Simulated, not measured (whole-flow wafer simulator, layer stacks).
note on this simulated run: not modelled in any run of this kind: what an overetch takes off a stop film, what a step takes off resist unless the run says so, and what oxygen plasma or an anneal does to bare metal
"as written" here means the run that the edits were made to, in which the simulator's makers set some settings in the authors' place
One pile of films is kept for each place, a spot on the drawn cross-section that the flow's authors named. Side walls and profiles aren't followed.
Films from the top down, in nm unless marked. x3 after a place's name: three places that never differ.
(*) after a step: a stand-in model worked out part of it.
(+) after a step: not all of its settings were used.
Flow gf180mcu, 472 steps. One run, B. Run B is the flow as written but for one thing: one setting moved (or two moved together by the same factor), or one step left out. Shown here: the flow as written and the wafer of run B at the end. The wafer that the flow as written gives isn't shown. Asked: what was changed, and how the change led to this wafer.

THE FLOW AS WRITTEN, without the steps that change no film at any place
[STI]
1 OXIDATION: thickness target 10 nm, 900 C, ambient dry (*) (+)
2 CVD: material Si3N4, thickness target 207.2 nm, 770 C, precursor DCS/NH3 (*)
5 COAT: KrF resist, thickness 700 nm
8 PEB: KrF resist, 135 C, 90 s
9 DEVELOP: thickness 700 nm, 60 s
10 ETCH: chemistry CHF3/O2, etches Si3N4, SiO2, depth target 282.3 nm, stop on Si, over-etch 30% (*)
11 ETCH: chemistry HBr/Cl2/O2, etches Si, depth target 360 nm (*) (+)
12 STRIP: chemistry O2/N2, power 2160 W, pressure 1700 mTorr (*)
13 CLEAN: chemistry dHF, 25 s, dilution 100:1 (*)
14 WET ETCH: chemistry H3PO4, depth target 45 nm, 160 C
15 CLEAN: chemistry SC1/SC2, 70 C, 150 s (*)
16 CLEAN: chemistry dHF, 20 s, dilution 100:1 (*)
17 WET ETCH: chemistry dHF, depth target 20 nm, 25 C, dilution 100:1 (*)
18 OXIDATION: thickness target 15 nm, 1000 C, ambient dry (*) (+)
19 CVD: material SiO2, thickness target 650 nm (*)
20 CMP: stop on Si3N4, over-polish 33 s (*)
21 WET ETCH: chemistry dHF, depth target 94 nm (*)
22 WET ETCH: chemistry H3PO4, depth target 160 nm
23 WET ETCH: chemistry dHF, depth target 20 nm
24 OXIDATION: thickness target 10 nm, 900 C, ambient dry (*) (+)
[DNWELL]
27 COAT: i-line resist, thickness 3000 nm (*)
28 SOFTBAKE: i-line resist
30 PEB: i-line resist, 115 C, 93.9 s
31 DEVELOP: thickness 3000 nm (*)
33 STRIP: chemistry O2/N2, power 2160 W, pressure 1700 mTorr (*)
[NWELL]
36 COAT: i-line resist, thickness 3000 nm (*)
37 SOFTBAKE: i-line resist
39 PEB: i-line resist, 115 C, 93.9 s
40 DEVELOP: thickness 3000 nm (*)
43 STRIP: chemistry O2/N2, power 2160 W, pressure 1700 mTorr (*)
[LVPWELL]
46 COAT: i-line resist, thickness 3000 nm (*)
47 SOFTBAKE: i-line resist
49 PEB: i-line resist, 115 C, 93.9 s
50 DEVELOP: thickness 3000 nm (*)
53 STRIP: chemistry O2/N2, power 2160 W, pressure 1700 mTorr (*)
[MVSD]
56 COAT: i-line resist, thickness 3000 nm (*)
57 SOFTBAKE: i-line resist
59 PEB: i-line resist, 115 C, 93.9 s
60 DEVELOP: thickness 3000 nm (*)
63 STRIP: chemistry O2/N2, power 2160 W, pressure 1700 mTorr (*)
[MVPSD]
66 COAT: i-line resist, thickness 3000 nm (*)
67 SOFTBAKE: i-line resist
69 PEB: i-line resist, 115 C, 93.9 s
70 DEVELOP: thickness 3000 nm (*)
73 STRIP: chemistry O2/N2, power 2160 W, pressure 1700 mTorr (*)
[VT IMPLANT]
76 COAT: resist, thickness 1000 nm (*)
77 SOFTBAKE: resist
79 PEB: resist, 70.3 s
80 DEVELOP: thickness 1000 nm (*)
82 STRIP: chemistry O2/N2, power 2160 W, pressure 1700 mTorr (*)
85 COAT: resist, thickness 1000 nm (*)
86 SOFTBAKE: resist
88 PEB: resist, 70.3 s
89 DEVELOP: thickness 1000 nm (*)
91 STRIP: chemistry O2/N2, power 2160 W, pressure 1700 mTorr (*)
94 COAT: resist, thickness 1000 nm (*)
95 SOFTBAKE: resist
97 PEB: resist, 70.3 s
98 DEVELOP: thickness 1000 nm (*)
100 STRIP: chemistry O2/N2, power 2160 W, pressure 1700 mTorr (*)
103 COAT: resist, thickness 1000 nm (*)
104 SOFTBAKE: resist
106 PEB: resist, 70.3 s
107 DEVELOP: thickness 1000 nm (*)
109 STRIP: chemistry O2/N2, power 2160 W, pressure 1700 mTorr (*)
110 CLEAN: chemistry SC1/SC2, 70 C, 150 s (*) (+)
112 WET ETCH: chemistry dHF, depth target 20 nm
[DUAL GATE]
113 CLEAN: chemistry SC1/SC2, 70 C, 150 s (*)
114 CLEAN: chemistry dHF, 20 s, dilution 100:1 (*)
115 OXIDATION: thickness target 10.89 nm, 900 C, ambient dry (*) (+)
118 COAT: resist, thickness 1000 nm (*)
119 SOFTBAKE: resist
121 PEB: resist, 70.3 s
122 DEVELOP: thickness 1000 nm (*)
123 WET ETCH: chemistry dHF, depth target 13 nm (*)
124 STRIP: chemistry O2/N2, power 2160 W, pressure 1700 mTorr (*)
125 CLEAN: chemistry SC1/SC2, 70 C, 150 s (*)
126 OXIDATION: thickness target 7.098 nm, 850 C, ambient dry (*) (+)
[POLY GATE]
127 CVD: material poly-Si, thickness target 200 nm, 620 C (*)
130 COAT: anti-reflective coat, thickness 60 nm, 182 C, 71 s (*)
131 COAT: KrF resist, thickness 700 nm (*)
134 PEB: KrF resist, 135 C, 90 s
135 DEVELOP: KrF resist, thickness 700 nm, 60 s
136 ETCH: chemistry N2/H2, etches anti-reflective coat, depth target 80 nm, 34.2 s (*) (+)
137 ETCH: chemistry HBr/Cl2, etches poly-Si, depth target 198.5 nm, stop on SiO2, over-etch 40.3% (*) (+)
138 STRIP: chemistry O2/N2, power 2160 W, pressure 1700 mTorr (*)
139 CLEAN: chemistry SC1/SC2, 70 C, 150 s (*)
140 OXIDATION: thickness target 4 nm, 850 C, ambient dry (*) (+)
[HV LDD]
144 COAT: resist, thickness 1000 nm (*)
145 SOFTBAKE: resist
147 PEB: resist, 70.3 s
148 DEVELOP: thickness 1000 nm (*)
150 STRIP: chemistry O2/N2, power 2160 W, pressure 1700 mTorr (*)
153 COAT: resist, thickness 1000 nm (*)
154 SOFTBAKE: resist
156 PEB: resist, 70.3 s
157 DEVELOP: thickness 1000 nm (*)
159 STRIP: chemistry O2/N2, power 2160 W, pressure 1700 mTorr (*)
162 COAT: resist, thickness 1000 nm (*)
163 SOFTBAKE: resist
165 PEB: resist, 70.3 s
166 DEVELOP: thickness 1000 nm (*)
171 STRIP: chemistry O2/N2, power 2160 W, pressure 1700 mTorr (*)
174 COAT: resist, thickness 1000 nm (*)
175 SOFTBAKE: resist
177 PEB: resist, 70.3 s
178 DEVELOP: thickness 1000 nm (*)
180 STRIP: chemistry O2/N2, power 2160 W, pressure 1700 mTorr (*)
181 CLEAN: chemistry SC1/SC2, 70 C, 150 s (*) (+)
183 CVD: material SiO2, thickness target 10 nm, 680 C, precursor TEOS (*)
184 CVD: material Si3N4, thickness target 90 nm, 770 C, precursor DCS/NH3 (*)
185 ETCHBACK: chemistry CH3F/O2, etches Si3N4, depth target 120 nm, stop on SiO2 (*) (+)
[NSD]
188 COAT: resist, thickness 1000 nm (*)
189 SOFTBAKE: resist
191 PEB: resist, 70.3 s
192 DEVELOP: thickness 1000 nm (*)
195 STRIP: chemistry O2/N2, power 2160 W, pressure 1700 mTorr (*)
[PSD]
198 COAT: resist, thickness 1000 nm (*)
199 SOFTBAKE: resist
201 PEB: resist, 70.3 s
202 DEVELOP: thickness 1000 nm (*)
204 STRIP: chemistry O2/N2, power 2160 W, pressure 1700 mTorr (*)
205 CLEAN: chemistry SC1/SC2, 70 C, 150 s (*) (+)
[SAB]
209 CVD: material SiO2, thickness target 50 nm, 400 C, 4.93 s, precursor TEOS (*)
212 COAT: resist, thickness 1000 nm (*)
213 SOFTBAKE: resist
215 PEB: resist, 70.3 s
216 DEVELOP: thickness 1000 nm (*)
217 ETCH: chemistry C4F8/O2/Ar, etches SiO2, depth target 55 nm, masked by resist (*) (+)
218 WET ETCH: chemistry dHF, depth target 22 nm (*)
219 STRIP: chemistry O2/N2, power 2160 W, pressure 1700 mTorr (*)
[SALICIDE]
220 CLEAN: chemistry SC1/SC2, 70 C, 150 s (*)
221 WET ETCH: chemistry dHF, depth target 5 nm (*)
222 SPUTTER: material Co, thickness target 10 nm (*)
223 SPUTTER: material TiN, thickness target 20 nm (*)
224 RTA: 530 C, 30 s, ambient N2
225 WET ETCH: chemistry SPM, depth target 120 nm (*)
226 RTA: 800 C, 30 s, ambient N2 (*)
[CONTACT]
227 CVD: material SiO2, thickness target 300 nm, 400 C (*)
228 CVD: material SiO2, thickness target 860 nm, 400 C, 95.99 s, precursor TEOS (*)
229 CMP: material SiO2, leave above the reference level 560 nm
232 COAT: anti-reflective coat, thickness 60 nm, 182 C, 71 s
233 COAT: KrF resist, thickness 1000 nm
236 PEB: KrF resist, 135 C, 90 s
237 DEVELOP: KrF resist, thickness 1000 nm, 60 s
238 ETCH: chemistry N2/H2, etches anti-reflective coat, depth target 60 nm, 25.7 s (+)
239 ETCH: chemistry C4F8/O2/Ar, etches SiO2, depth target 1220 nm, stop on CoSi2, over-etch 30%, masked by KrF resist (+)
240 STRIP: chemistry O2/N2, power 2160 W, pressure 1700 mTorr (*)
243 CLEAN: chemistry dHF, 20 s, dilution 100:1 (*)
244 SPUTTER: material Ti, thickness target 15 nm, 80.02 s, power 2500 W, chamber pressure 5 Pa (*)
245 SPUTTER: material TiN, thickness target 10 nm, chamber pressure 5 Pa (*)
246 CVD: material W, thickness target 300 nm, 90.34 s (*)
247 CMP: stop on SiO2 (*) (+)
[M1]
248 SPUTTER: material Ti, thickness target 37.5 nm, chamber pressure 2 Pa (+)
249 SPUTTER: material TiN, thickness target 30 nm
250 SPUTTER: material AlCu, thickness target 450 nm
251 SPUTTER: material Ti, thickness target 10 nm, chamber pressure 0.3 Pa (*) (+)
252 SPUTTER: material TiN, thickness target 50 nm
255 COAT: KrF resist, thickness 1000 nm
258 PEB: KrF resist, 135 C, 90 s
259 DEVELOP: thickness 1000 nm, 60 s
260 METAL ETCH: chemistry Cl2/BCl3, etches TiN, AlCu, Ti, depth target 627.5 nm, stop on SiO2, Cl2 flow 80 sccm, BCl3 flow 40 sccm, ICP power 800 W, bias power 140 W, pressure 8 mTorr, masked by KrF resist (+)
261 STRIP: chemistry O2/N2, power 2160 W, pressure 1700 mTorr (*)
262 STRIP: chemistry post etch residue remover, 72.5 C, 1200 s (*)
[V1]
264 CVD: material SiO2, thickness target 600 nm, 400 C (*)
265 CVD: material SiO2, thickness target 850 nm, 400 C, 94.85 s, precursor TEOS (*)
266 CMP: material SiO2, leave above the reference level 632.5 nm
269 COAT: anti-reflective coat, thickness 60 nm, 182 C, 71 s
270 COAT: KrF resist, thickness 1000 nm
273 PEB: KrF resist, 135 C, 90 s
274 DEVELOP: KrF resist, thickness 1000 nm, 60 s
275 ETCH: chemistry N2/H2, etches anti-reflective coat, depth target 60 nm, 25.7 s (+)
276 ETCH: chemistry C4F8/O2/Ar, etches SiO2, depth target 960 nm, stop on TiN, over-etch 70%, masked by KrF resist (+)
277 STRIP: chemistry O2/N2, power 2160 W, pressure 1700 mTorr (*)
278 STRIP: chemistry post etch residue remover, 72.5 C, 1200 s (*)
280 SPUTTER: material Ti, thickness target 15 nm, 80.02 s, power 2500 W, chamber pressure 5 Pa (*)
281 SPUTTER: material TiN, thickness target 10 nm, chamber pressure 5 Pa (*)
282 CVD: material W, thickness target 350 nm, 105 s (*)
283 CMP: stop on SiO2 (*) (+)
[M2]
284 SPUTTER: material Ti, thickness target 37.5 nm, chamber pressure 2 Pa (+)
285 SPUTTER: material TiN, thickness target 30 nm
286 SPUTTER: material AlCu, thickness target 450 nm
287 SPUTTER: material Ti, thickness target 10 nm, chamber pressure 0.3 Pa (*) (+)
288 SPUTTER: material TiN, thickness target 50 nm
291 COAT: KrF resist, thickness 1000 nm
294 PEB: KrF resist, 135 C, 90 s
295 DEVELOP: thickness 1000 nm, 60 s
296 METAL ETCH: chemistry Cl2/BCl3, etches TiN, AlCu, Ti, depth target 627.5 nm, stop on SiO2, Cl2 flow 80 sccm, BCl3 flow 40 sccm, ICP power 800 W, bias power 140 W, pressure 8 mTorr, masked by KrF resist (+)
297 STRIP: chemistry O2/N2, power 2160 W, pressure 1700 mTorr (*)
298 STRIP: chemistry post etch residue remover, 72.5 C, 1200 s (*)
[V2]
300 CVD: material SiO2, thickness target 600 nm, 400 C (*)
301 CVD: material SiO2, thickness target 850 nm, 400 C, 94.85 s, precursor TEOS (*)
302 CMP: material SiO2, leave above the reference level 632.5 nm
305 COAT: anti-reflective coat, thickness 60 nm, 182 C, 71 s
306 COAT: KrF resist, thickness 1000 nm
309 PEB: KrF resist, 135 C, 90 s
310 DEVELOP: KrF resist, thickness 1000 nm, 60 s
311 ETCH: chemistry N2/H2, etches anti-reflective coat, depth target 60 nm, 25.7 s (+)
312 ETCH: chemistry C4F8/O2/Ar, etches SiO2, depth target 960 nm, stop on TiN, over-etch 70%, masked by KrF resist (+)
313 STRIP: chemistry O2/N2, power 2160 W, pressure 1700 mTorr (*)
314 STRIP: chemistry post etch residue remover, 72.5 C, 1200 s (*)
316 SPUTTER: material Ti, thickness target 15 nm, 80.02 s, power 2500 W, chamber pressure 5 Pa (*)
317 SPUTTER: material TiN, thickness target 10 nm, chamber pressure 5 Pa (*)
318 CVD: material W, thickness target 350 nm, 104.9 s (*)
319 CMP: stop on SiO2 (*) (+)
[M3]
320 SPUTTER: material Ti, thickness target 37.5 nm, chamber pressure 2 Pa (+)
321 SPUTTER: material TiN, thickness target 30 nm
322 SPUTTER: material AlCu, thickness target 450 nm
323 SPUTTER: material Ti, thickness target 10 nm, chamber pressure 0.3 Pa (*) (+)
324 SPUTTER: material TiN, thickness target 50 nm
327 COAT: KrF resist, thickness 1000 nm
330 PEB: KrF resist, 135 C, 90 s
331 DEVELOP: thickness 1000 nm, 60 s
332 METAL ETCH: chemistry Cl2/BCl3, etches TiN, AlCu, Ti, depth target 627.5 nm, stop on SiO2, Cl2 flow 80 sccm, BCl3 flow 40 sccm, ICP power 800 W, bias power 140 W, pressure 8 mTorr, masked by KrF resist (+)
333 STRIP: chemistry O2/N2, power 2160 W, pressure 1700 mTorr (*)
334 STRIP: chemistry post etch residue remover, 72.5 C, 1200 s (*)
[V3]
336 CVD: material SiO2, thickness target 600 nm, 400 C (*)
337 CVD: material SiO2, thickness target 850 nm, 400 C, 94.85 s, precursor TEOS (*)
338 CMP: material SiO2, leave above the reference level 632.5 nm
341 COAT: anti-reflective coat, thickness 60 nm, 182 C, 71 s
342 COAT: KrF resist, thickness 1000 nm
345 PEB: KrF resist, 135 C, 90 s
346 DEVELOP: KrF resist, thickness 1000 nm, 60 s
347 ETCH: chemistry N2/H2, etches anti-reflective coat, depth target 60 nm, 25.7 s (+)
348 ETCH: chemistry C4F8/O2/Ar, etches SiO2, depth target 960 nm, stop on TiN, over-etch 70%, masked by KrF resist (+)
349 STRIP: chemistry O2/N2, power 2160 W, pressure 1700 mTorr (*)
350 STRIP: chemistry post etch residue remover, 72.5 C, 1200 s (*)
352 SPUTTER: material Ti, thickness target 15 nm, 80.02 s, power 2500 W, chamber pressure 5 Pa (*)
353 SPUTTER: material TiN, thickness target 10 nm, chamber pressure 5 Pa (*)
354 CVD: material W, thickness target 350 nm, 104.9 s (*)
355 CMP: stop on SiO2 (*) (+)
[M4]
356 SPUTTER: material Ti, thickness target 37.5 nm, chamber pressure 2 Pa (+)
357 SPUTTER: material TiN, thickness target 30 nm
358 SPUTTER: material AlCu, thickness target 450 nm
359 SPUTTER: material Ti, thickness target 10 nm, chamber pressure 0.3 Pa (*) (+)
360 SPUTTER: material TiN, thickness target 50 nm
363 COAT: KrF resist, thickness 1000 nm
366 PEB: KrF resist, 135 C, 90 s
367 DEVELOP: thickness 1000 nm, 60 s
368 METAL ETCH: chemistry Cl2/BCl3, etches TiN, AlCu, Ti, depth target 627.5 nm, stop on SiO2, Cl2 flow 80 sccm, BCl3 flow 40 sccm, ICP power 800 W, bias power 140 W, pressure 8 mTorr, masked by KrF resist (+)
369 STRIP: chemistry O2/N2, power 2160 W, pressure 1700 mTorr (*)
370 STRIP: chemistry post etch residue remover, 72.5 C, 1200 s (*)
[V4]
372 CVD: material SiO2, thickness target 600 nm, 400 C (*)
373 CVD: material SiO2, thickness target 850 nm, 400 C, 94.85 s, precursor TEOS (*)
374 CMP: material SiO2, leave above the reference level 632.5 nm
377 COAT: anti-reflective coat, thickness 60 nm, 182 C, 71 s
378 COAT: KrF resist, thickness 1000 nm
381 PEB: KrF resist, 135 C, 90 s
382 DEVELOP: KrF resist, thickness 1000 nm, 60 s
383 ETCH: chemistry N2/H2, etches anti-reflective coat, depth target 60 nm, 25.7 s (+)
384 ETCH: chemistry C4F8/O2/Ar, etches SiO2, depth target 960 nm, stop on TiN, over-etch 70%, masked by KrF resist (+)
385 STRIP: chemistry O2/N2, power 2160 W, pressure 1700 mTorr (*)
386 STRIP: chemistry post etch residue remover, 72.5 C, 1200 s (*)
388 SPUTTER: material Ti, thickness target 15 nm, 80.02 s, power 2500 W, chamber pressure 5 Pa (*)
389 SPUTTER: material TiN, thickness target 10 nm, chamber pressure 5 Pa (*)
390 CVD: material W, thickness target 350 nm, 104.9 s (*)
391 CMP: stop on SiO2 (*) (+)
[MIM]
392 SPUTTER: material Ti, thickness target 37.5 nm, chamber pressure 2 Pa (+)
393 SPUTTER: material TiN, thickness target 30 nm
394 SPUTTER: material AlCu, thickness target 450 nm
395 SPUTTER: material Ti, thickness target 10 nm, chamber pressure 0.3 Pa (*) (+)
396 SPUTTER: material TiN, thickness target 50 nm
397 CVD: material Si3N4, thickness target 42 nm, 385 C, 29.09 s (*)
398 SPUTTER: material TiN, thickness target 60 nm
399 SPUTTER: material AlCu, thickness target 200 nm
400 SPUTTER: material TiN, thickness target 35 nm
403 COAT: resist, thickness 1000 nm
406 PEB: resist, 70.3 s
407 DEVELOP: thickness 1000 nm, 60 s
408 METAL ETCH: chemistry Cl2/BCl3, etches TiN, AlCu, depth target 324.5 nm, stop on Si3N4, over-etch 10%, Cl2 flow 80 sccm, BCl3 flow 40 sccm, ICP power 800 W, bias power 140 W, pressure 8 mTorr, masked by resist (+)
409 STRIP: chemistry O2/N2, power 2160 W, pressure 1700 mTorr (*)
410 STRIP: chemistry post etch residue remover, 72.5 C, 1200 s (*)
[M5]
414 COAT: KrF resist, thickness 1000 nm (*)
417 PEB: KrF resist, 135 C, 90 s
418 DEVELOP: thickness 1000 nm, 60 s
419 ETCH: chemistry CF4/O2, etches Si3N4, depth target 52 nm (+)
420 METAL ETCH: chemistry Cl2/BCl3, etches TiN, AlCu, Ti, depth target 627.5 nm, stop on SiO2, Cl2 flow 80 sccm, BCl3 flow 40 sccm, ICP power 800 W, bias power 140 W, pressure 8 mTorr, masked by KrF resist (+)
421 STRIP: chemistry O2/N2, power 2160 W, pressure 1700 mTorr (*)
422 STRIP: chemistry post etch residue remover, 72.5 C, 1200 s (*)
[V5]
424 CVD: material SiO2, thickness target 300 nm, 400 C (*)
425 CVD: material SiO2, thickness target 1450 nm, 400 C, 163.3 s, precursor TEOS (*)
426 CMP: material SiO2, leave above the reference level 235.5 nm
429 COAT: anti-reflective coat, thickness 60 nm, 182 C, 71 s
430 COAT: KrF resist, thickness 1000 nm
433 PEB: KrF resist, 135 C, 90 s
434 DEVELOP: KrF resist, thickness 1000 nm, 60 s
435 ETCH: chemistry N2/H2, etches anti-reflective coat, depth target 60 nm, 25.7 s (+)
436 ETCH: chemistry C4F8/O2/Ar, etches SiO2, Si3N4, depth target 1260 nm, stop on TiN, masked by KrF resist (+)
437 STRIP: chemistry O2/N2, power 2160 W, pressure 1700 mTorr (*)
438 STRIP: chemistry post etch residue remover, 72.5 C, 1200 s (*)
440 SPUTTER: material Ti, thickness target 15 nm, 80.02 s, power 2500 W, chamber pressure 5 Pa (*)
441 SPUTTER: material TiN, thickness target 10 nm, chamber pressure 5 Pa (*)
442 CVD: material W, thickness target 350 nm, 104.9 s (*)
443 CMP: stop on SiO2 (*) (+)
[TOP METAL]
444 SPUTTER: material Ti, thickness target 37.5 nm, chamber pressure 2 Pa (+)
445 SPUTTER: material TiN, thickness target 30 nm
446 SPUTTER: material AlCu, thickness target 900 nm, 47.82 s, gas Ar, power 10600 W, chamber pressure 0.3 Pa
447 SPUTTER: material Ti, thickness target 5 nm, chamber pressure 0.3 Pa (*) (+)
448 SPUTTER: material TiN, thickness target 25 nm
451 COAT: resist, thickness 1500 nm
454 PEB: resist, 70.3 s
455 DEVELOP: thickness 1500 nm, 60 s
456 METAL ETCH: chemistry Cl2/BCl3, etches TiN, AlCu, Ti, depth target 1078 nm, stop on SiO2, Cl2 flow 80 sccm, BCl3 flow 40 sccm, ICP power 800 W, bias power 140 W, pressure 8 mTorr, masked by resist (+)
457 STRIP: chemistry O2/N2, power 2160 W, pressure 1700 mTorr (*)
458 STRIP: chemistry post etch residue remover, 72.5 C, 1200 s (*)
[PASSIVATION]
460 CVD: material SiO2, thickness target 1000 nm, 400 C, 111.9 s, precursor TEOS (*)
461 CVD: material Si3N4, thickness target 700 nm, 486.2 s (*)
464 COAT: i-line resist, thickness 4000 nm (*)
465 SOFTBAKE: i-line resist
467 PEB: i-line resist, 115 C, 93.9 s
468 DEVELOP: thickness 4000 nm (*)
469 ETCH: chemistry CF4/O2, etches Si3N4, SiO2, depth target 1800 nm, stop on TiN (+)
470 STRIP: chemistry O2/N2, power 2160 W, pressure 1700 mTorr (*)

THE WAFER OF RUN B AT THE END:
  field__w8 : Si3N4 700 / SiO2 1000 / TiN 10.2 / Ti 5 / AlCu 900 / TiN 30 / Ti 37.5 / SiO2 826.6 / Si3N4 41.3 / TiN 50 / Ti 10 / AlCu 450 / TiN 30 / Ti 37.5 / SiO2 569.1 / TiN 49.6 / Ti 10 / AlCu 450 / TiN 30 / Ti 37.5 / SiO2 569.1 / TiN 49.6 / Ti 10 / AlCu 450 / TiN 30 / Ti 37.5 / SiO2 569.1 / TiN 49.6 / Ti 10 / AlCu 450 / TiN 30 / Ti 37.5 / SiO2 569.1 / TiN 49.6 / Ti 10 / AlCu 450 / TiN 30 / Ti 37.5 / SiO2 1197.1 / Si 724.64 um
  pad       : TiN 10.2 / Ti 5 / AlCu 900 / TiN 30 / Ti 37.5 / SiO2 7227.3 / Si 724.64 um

The cause: step 448, SPUTTER: thickness target 10.6 nm was run, where the flow has thickness target 25 nm.

How the change led to this, step by step:
  448 SPUTTER: material TiN, thickness target 25 nm
      field, field__w1, field__w2 and 109 more: TiN +10.6 (new film) (as written it would be: TiN +25 (new film))
  456 METAL ETCH: chemistry Cl2/BCl3, etches TiN, AlCu, Ti, depth target 1078 nm, stop on SiO2, Cl2 flow 80 sccm, BCl3 flow 40 sccm, ICP power 800 W, bias power 140 W, pressure 8 mTorr, masked by resist (+)
      field, field__w1, field__w2 and 103 more: TiN -10.6 (all of it), Ti -5 (all of it), AlCu -900 (all of it), TiN -30 (all of it), Ti -37.5 (all of it) (as written it would be: TiN -25 (all of it), Ti -5 (all of it), AlCu -900 (all of it), TiN -30 (all of it), Ti -37.5 (all of it))
  465 SOFTBAKE: i-line resist
      ld_acc_p, ld_fp_p, ld_drift_p: i-line resist +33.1 (as written it would be: i-line resist +33.8)
      field__w11, field__w13: i-line resist +36.8 (as written it would be: i-line resist +37.6)
      (and at 46 more places)
